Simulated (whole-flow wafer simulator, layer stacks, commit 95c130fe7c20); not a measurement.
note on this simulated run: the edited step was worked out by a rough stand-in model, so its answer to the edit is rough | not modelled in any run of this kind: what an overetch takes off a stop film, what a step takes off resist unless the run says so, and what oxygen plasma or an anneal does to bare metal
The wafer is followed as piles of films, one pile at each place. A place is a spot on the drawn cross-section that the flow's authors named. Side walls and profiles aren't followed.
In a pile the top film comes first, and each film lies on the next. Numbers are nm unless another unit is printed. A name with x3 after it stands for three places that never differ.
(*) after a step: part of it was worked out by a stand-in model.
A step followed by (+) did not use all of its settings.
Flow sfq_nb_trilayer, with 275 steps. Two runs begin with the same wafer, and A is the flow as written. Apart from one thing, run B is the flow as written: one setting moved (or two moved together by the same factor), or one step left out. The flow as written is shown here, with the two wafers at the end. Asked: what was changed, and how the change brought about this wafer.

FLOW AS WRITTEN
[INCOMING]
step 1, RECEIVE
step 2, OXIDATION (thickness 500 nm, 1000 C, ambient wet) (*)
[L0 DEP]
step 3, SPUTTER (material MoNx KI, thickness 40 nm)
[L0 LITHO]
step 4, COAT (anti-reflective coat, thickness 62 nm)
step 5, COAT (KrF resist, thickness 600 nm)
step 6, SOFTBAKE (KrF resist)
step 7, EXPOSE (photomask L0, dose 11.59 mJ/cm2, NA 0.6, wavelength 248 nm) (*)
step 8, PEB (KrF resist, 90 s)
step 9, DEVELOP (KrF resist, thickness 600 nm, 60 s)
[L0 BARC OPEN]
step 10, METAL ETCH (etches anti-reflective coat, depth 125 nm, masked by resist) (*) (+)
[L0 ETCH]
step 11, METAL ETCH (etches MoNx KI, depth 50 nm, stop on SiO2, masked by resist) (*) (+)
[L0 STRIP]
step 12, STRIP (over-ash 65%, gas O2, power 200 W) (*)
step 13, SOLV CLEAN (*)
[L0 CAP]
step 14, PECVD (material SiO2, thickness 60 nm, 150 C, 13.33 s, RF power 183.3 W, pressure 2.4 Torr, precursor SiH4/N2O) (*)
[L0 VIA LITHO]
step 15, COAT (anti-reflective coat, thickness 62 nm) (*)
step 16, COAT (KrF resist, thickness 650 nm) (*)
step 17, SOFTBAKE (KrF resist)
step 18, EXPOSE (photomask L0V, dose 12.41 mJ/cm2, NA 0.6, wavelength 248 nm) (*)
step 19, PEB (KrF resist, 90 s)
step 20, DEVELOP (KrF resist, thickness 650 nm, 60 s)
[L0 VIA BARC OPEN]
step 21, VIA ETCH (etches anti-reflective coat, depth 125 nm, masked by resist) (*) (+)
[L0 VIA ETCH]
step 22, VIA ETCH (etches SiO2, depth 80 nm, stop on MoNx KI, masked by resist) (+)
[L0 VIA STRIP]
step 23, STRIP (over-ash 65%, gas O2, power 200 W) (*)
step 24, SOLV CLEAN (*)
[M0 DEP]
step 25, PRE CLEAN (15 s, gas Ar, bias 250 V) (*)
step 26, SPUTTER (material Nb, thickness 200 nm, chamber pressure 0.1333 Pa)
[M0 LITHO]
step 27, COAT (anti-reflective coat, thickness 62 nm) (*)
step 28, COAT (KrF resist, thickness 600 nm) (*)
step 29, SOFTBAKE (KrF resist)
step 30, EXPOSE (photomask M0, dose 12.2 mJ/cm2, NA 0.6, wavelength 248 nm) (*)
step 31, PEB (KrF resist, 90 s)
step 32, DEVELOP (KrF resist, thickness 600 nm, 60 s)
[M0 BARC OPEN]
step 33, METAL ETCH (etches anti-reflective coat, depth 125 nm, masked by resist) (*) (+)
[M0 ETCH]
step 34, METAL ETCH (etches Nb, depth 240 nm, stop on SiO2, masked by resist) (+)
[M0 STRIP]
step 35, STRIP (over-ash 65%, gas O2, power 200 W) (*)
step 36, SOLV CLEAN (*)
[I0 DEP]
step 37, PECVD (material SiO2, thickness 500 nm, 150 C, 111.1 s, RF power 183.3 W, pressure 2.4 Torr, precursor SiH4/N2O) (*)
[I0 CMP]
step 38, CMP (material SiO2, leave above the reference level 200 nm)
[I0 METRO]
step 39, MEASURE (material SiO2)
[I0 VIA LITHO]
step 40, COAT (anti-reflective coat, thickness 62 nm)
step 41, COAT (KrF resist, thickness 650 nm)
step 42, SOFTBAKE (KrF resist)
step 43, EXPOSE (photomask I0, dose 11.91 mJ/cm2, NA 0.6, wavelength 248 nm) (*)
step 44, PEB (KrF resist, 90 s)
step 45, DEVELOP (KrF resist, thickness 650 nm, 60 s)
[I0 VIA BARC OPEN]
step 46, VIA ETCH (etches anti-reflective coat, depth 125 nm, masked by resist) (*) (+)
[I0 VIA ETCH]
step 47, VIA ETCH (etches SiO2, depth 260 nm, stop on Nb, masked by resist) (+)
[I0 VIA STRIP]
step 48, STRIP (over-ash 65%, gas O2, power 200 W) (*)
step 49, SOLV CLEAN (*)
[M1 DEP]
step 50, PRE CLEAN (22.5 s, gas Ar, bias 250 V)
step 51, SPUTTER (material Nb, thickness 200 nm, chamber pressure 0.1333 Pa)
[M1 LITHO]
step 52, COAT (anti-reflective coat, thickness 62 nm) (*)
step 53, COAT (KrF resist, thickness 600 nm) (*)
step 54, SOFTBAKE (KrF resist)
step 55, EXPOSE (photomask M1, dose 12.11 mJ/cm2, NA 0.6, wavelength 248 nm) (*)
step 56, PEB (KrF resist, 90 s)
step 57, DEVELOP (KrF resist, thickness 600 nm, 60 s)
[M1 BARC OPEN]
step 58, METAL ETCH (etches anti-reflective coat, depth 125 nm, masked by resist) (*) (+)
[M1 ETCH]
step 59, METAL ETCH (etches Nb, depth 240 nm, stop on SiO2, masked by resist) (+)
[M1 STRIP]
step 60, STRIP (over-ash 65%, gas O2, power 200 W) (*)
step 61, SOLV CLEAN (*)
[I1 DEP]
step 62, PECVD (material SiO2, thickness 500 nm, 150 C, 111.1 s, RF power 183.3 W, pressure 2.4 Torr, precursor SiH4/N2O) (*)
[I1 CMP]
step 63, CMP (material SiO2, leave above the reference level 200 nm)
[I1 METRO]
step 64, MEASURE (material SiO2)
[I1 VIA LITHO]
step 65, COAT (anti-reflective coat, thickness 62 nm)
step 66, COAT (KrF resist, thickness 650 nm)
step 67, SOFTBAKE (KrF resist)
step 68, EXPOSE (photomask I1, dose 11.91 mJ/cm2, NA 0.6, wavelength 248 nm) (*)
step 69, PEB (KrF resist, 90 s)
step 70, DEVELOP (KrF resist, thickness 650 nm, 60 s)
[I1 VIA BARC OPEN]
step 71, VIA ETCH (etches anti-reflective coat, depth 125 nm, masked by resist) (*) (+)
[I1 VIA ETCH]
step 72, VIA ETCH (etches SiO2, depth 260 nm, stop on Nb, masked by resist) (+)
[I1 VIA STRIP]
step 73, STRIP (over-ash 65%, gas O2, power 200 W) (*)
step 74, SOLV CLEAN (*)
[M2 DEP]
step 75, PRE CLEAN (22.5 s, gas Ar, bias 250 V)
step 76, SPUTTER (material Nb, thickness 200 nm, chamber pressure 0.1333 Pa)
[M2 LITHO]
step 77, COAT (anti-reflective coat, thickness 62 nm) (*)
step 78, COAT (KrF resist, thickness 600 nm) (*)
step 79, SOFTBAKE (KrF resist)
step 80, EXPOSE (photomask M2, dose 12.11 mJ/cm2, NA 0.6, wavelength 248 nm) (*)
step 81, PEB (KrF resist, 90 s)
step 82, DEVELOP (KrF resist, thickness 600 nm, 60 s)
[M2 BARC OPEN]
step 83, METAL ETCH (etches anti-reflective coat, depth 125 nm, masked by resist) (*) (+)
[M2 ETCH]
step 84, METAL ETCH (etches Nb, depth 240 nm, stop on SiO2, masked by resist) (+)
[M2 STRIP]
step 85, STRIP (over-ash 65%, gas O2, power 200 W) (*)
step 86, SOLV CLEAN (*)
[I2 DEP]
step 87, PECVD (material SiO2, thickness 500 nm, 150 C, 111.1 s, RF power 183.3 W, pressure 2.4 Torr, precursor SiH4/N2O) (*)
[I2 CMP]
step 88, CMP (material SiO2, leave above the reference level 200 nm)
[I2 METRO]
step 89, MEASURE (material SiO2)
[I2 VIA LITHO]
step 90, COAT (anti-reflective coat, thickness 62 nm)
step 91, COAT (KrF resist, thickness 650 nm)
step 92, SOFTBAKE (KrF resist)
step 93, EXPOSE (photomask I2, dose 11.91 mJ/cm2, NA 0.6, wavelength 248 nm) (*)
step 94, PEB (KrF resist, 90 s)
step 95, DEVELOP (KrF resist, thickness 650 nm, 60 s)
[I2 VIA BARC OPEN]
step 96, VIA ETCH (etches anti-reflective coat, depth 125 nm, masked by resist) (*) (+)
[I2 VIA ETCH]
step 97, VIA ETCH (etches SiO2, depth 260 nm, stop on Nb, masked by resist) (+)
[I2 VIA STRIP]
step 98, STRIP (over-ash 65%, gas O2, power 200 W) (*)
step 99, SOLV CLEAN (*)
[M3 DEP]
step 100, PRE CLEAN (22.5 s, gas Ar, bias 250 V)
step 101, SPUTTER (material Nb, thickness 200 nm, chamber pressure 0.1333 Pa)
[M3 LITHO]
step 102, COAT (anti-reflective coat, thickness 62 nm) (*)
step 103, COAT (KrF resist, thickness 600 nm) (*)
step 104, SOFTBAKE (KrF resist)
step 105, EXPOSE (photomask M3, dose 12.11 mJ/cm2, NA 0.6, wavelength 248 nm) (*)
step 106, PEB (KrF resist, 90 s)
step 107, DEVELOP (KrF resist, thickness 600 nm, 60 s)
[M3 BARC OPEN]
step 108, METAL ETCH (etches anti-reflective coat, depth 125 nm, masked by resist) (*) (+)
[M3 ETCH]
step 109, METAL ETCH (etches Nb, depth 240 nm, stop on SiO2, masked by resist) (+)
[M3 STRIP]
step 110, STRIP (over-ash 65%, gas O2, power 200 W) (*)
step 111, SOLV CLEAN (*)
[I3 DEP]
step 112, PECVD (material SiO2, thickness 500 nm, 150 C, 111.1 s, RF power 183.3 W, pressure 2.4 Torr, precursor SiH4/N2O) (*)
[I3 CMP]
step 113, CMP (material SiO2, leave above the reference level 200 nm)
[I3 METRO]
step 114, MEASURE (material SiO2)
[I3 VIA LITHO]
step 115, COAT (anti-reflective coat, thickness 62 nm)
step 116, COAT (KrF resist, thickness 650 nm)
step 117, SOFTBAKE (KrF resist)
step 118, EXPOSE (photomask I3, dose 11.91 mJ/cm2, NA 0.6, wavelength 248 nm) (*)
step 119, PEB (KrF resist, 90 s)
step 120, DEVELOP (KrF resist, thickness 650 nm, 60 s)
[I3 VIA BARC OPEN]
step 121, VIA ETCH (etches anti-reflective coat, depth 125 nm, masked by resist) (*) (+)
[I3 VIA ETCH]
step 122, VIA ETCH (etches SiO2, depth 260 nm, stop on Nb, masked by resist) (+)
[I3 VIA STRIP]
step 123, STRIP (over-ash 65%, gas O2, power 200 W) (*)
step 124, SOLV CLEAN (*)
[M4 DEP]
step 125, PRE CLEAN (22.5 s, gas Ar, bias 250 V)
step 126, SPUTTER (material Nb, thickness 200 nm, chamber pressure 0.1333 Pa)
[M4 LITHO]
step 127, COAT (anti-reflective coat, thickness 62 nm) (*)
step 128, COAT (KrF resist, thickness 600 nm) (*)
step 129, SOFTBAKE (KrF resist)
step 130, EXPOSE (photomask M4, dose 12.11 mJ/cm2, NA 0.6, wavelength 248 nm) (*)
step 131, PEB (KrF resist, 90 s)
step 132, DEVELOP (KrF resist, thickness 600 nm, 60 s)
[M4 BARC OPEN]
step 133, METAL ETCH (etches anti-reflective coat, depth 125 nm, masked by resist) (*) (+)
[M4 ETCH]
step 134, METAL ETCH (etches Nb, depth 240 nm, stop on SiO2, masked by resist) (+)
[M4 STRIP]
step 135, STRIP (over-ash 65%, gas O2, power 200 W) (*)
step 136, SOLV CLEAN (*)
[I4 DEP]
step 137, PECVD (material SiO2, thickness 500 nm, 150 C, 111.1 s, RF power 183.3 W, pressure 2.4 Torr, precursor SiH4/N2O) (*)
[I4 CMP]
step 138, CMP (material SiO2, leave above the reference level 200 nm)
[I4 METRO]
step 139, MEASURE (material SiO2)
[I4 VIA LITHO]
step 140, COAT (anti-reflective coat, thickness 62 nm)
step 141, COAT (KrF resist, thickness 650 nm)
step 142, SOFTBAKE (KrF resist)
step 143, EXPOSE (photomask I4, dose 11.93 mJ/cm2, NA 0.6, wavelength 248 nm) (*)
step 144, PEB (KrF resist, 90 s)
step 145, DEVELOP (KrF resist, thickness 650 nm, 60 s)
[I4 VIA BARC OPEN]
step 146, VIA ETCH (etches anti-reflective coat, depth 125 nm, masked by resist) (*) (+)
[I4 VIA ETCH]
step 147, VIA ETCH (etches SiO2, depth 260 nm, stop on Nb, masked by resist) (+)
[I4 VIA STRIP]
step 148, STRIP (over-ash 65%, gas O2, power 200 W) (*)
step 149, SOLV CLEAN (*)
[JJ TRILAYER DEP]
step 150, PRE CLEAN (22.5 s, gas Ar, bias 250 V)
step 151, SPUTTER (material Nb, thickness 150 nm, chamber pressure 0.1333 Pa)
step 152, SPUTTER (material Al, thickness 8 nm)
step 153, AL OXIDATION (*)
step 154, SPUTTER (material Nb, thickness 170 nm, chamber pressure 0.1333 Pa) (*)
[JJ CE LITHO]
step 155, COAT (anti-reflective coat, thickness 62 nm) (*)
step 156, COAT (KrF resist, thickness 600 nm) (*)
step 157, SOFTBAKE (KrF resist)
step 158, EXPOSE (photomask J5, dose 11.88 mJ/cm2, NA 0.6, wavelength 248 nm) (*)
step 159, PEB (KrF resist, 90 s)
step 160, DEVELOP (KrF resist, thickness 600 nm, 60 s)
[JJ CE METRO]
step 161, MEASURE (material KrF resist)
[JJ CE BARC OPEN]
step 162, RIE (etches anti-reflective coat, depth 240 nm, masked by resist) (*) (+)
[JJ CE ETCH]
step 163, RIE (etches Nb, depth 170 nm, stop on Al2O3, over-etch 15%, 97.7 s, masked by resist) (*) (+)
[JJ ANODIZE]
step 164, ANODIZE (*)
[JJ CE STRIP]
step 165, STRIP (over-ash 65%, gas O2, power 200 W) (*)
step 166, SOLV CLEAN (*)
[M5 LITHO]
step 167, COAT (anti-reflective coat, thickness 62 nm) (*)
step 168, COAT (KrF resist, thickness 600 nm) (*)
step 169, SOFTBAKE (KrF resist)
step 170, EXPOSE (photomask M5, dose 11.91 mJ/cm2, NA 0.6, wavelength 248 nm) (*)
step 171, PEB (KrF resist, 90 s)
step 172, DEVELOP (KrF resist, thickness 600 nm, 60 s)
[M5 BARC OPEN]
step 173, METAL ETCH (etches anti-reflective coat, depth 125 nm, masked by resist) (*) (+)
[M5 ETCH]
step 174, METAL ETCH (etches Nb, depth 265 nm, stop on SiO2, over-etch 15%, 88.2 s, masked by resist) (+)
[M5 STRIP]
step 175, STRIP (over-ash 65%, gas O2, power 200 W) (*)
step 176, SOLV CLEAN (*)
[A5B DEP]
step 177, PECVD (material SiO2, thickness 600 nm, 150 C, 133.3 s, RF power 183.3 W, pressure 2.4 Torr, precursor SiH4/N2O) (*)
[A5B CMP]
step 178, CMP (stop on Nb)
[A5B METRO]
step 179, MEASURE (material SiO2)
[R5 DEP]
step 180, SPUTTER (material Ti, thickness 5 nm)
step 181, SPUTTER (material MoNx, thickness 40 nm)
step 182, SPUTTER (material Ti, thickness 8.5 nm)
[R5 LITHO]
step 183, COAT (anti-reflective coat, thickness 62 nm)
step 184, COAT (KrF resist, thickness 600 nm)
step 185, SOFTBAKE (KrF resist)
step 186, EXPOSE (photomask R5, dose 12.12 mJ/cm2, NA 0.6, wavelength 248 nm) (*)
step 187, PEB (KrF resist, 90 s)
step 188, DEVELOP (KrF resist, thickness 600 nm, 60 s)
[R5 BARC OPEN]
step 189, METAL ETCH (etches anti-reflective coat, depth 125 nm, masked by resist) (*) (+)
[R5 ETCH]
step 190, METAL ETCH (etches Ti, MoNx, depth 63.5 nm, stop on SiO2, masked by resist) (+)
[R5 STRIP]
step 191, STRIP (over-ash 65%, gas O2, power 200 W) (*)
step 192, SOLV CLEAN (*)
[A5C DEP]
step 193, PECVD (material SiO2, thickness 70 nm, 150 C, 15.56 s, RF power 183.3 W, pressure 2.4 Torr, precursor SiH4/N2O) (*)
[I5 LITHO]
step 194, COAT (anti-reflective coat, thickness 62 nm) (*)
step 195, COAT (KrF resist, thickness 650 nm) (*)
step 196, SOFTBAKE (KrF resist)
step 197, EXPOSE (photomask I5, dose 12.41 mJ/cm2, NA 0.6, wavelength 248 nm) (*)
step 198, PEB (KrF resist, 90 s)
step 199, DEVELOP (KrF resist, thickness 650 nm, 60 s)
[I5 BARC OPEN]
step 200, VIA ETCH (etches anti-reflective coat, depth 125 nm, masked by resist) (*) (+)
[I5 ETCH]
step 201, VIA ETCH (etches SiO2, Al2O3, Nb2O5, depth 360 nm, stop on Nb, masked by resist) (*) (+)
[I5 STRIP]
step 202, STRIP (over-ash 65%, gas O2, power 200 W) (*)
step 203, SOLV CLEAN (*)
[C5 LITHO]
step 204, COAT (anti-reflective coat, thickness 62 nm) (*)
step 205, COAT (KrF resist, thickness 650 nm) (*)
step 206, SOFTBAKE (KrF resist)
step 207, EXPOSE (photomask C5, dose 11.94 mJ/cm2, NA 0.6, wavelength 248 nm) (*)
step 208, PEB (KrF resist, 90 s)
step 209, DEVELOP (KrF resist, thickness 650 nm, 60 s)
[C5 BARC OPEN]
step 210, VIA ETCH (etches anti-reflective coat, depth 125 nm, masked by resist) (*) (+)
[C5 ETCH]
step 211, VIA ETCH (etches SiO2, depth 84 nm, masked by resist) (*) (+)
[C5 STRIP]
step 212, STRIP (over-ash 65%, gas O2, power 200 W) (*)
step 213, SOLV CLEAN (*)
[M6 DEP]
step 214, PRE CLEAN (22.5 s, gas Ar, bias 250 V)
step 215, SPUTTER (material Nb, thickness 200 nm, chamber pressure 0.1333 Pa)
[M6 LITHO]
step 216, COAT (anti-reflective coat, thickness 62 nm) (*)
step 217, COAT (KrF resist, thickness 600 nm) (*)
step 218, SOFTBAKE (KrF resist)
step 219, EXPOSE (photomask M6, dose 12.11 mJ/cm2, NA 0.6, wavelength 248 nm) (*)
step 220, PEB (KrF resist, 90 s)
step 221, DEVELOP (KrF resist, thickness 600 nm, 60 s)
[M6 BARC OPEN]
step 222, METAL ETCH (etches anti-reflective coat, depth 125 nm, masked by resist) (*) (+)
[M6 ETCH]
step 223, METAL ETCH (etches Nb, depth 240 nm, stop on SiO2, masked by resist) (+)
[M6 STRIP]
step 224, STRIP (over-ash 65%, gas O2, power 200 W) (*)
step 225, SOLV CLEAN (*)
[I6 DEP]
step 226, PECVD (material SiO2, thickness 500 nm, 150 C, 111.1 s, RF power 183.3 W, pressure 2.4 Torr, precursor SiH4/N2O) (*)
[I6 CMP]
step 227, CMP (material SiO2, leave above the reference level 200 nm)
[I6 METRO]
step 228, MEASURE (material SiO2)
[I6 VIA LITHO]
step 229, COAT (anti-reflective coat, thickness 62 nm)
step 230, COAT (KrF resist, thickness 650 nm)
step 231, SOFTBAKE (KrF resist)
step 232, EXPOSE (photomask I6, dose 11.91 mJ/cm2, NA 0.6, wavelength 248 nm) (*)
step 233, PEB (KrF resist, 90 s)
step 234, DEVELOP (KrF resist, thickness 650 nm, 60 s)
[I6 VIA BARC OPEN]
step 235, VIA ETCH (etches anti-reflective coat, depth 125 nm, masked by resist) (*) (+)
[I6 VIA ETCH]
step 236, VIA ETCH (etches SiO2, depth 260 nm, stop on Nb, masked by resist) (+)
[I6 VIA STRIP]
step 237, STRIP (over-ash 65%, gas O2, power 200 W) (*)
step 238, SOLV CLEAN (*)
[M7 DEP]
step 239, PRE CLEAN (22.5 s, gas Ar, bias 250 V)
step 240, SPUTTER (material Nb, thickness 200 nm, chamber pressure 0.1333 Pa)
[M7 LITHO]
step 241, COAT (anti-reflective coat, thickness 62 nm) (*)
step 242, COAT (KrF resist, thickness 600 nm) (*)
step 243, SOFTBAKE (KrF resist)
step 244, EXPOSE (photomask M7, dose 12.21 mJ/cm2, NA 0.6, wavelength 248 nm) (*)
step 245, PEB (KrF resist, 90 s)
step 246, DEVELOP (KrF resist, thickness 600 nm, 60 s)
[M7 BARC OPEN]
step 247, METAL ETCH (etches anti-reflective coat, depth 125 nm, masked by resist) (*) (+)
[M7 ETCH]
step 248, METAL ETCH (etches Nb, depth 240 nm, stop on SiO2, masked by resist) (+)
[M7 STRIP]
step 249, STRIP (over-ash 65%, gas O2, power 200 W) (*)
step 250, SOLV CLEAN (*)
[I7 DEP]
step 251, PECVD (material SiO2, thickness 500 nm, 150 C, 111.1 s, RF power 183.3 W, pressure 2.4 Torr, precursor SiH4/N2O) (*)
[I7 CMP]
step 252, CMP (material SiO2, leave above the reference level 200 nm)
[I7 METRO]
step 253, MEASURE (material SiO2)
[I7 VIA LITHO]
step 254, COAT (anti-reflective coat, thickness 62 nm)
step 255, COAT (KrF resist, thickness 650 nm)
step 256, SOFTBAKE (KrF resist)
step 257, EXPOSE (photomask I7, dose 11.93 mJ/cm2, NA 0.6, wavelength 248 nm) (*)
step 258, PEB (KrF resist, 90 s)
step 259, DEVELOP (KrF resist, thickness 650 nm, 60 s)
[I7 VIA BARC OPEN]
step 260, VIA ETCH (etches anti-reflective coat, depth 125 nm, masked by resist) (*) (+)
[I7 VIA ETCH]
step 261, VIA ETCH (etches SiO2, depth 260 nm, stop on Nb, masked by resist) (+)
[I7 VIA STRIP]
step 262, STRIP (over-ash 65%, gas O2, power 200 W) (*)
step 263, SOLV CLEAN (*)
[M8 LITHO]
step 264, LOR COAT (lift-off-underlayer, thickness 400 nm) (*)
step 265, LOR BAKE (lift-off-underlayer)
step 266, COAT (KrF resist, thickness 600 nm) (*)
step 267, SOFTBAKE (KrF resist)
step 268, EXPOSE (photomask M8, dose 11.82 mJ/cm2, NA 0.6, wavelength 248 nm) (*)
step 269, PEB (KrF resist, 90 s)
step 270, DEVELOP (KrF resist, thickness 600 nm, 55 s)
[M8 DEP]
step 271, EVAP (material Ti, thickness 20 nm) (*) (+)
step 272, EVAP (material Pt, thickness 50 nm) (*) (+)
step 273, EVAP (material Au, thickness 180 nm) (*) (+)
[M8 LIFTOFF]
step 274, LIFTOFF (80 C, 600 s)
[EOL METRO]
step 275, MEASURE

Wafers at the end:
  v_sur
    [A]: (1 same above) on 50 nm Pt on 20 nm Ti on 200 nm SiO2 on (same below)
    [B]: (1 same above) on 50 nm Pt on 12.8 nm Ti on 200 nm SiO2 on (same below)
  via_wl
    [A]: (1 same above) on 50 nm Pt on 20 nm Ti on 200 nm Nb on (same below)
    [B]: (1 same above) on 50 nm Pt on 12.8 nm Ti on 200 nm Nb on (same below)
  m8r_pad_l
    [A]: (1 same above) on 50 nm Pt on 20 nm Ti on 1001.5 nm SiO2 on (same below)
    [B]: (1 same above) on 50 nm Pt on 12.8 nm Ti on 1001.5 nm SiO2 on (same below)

Cause: step 271, EVAP: thickness 12.8 nm was run, whereas the flow has thickness 20 nm.
One can read it off the wafer: v_sur has Ti 12.8, and step 271 as written asks for 20 nm.

The path from the change to this, step by step:
  step 271, EVAP (material Ti, thickness 20 nm) (*) (+)
      field_l, v_sur, via_wl and 103 more: A +20 Ti (new film) | B +12.8 Ti (new film)
  step 274, LIFTOFF (80 C, 600 s)
      p4_fl, p4_fm, p4_w1 and 71 more: A -180 Au (all of it), -50 Pt (all of it), -20 Ti (all of it), -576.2 KrF resist (all of it), -400 lift-off-underlayer (all of it) | B -180 Au (all of it), -50 Pt (all of it), -12.8 Ti (all of it), -576.2 KrF resist (all of it), -400 lift-off-underlayer (all of it)
      c5j, ce_r: A -180 Au (all of it), -50 Pt (all of it), -20 Ti (all of it), -573.3 KrF resist (all of it), -399.3 lift-off-underlayer (all of it) | B -180 Au (all of it), -50 Pt (all of it), -12.8 Ti (all of it), -573.3 KrF resist (all of it), -399.3 lift-off-underlayer (all of it)
      (and at 19 other places as well)
